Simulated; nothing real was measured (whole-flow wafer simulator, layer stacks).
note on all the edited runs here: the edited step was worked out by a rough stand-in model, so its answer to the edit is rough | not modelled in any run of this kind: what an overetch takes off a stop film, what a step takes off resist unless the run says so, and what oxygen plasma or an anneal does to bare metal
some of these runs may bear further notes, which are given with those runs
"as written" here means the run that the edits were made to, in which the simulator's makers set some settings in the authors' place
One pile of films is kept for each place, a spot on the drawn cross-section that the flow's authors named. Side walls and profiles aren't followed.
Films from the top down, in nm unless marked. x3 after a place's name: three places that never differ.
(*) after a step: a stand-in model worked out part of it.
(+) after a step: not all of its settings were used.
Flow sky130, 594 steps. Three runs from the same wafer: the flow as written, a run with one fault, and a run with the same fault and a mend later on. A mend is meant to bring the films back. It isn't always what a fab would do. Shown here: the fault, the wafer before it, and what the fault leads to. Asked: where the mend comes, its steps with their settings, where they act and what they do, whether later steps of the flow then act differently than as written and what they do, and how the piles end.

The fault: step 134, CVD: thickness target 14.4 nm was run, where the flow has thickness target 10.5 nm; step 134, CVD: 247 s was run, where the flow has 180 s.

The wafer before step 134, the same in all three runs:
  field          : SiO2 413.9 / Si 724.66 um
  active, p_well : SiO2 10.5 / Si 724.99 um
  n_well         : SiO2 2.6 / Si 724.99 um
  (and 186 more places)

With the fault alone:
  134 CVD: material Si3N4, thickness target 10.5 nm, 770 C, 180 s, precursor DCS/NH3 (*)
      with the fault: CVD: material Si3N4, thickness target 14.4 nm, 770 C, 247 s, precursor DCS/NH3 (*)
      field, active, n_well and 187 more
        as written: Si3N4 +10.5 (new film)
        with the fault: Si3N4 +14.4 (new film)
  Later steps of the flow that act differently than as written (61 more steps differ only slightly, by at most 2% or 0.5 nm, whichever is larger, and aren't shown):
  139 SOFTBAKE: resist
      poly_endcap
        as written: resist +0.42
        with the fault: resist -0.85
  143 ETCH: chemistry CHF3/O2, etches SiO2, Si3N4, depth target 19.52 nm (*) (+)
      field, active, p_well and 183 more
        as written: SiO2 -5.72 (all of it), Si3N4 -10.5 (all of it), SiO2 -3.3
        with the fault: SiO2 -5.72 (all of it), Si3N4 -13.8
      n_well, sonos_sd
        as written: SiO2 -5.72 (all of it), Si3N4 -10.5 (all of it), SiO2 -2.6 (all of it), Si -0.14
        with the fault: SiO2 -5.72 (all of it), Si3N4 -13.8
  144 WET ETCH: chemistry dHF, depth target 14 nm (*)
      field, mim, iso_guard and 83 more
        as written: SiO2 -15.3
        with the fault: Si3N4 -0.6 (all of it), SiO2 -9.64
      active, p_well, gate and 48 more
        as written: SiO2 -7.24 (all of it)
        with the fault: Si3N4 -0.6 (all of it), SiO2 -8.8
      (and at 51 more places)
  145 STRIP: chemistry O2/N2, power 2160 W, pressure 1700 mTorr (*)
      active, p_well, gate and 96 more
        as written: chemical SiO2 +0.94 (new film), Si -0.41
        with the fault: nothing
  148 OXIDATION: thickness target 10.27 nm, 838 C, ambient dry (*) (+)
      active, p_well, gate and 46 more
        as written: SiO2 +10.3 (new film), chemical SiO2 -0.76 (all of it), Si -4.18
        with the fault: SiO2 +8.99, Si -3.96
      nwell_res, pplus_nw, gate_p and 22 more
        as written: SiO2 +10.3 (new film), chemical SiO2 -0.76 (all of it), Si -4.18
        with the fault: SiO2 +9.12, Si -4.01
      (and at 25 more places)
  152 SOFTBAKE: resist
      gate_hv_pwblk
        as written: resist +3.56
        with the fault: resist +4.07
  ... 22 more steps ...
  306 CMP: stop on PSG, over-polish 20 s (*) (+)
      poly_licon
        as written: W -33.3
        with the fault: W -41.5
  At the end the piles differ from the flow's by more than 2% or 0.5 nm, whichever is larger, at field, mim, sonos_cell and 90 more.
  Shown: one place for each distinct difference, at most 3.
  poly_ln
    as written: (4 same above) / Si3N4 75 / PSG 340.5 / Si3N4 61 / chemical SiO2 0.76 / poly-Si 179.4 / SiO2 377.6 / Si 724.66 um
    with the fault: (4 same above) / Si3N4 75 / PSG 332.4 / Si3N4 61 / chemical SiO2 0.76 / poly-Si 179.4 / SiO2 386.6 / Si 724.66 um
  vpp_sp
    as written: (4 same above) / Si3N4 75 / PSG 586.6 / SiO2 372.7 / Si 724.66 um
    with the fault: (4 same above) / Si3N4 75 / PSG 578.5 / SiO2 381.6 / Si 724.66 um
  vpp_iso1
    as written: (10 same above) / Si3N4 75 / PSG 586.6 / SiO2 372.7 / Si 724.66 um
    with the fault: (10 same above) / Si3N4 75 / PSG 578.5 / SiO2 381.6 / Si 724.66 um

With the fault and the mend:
  The mend comes after step 134.
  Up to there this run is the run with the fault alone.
  134a WET ETCH: chemistry H3PO4, depth target 3.9 nm, 160 C (the flow's step 15 once more, with other settings)
      field, active, n_well and 187 more
        Si3N4 -3.9
  No later step of the flow acts differently than as written, at any place that is followed, by more than 2% or 0.5 nm, whichever is larger.
  At the end the piles are the same as the flow's at every place that both follow.
